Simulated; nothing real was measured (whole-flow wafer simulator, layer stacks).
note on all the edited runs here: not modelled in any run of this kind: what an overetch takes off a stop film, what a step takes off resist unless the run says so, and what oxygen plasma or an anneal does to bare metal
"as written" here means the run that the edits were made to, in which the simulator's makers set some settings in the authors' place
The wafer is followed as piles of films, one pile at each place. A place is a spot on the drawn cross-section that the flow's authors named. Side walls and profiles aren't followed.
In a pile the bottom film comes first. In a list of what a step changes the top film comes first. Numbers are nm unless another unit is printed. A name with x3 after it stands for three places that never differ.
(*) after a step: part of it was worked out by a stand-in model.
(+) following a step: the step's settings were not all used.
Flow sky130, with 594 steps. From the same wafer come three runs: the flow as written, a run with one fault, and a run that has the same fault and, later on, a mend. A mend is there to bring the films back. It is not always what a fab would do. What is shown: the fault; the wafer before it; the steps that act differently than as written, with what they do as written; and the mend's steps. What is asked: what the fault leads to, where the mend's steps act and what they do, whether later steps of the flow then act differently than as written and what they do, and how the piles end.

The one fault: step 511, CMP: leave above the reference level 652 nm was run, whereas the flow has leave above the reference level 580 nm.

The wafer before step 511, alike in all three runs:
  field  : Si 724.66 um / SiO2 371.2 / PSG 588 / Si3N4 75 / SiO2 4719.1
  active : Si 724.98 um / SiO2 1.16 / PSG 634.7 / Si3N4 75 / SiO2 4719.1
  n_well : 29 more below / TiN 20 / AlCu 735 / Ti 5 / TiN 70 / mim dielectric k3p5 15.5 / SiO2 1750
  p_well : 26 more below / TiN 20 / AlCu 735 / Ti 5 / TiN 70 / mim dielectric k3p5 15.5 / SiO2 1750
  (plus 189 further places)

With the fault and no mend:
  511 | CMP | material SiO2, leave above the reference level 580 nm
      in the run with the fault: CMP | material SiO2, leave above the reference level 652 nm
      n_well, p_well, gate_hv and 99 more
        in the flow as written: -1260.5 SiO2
        in the run with the fault: -1188.5 SiO2
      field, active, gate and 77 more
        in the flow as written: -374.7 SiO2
        in the run with the fault: -302.7 SiO2
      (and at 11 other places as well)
  Later steps of the flow acting differently than as written (1 other step is not shown; it differs only slightly, by no more than 2% or 0.5 nm, whichever is larger):
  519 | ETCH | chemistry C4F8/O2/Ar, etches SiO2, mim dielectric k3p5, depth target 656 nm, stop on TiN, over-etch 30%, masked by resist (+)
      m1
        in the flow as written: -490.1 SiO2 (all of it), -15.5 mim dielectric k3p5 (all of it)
        in the run with the fault: -562.1 SiO2 (all of it), -15.5 mim dielectric k3p5 (all of it)
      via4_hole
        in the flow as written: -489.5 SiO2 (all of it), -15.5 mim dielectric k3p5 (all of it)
        in the run with the fault: -561.5 SiO2 (all of it), -15.5 mim dielectric k3p5 (all of it)
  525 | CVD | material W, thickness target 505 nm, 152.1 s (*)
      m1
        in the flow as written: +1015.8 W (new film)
        in the run with the fault: +1088.2 W (new film)
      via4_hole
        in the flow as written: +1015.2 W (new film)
        in the run with the fault: +1087.6 W (new film)
  At n_well, p_well, gate_hv and 115 more, the piles at the end differ from the flow's by more than 2% or 0.5 nm, whichever is larger.
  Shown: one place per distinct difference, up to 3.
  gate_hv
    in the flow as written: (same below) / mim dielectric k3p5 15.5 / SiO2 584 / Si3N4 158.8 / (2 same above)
    in the run with the fault: (same below) / mim dielectric k3p5 15.5 / SiO2 656 / Si3N4 158.8 / (2 same above)
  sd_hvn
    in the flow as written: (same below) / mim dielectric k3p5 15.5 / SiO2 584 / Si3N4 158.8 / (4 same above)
    in the run with the fault: (same below) / mim dielectric k3p5 15.5 / SiO2 656 / Si3N4 158.8 / (4 same above)
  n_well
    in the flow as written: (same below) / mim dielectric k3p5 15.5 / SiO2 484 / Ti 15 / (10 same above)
    in the run with the fault: (same below) / mim dielectric k3p5 15.5 / SiO2 556 / Ti 15 / (10 same above)

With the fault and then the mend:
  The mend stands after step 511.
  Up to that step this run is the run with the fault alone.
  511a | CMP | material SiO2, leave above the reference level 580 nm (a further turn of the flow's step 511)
      field, active, n_well and 190 more
        -72 SiO2
  Later steps of the flow that are run all act as written at every place that is followed.
  By the end, the piles equal the flow's at every place that both follow.
